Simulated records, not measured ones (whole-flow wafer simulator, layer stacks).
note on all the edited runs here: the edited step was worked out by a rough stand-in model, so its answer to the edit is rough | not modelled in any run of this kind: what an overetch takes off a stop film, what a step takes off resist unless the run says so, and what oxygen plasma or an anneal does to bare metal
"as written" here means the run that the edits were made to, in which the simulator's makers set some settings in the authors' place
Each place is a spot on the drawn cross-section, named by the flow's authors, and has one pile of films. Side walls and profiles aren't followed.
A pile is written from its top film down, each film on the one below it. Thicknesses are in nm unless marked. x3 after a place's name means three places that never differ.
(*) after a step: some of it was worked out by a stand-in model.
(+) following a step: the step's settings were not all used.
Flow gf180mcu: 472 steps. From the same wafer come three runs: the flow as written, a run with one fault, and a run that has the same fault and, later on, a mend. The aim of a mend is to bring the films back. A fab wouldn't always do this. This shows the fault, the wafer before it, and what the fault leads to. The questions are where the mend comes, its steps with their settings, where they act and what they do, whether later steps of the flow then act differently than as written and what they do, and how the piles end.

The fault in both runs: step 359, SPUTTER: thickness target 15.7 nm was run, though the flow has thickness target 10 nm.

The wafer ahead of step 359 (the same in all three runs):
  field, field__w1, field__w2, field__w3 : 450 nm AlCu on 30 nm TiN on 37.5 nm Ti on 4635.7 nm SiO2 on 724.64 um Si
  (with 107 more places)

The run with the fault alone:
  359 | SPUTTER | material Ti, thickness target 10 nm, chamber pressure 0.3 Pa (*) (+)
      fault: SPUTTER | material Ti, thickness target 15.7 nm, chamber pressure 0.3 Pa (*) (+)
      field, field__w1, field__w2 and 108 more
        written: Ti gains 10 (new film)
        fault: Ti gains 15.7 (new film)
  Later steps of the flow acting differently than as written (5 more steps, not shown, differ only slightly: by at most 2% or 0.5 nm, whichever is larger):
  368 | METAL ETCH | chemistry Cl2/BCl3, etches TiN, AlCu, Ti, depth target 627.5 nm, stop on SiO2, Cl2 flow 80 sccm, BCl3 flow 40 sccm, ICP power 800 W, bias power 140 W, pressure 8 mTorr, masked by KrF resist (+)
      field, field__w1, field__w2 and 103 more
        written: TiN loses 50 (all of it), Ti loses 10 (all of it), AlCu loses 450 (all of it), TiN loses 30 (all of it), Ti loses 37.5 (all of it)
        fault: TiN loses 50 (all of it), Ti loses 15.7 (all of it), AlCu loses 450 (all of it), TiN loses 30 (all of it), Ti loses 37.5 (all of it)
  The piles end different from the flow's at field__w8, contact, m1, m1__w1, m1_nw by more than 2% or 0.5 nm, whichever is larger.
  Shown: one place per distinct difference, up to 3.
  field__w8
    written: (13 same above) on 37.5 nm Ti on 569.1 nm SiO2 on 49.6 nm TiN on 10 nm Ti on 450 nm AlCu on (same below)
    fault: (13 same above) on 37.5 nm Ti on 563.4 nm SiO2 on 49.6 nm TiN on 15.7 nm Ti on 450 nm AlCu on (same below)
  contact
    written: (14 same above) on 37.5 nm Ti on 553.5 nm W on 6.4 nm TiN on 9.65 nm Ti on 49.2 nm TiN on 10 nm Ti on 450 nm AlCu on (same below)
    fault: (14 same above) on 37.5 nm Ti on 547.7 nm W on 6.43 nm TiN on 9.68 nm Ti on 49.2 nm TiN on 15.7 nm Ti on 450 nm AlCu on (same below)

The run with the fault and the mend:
  The mend follows step 359.
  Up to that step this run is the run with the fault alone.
  359a | METAL ETCH | chemistry Cl2/BCl3, etches TiN, AlCu, Ti, depth target 5.7 nm, Cl2 flow 80 sccm, BCl3 flow 40 sccm, ICP power 800 W, bias power 140 W, pressure 8 mTorr (a further turn of the flow's step 260, with different settings)
      field, field__w1, field__w2 and 108 more
        Ti loses 5.7
  Later steps of the flow that are run all act as written at every place that is followed.
  At every place that both follow, the piles at the end match the flow's.
